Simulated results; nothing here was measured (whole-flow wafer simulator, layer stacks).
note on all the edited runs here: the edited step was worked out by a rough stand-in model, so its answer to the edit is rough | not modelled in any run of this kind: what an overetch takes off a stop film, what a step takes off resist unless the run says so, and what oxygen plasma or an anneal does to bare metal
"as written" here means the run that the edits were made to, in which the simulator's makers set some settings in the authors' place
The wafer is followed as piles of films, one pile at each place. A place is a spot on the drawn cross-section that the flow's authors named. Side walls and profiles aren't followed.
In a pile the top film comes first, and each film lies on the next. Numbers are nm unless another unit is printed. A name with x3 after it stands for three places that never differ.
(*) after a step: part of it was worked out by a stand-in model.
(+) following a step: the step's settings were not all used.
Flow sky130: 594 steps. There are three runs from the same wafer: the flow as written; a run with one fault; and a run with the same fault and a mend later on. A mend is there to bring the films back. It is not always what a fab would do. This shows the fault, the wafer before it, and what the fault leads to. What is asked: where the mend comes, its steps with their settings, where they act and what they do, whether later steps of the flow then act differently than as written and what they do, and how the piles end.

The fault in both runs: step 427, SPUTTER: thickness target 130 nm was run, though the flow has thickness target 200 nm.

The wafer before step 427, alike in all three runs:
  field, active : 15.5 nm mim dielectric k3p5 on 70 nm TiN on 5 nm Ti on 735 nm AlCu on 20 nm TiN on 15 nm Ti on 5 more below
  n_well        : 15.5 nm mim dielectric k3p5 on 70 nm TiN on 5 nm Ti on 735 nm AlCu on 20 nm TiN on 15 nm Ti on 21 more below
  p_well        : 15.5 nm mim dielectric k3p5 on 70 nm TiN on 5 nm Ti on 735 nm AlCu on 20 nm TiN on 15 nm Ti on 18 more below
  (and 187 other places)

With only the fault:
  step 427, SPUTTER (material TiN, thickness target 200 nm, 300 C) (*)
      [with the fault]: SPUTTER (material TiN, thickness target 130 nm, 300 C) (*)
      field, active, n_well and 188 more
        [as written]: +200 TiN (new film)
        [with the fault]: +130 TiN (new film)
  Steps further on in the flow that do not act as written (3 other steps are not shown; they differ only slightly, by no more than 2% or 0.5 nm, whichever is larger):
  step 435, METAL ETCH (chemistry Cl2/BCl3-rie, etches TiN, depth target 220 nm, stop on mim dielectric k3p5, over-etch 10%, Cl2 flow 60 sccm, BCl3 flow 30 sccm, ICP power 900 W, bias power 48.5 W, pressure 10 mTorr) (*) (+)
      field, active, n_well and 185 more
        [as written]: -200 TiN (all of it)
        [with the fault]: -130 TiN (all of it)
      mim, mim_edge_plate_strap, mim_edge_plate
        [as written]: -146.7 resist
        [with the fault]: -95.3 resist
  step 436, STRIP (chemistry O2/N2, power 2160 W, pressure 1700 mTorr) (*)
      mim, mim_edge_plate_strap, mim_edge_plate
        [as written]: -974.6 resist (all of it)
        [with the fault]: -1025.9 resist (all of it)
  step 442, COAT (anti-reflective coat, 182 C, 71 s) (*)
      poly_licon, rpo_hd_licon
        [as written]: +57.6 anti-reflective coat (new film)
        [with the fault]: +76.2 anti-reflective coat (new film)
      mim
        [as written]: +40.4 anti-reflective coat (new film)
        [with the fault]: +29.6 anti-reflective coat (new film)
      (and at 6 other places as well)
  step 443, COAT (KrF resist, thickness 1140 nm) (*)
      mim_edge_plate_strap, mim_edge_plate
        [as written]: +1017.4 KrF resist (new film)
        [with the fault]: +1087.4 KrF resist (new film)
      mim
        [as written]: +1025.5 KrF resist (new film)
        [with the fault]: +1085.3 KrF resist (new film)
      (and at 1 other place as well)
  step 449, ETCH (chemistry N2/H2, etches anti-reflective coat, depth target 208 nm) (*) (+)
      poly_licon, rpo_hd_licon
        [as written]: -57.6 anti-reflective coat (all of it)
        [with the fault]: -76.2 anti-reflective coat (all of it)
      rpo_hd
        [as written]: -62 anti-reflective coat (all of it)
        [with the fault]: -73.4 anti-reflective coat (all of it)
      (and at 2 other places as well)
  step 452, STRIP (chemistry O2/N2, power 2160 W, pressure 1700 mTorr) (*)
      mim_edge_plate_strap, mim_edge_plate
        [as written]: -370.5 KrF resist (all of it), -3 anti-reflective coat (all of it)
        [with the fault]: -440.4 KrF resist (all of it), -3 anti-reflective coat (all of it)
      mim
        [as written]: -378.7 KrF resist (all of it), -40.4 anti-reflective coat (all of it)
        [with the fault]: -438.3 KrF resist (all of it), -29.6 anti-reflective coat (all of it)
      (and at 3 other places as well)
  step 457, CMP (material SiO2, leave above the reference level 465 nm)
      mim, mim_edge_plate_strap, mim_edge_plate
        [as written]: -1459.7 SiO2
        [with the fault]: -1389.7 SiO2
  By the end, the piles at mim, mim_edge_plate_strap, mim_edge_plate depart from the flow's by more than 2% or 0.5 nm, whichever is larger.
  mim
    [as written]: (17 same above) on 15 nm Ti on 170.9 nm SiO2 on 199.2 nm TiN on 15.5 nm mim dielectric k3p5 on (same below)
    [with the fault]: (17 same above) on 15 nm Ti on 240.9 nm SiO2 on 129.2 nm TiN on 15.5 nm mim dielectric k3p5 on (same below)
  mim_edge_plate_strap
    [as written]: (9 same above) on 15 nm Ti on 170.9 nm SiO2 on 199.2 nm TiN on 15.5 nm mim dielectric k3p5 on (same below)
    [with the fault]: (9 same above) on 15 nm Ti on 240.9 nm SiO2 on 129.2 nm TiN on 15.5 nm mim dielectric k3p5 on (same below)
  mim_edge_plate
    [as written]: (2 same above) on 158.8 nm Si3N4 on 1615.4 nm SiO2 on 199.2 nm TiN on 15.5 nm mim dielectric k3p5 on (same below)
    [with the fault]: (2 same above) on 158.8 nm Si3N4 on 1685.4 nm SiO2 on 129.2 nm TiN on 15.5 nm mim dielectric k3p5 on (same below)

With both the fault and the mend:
  After step 427 comes the mend.
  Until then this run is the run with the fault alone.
  step 427a, SPUTTER (material TiN, thickness target 70 nm, 300 C) (*) (the flow's step 427, run once more with other settings)
      field, active, n_well and 188 more
        +70 TiN
  None of the later steps of the flow acts differently than as written at any place that is followed.
  By the end, the piles equal the flow's at every place that both follow.
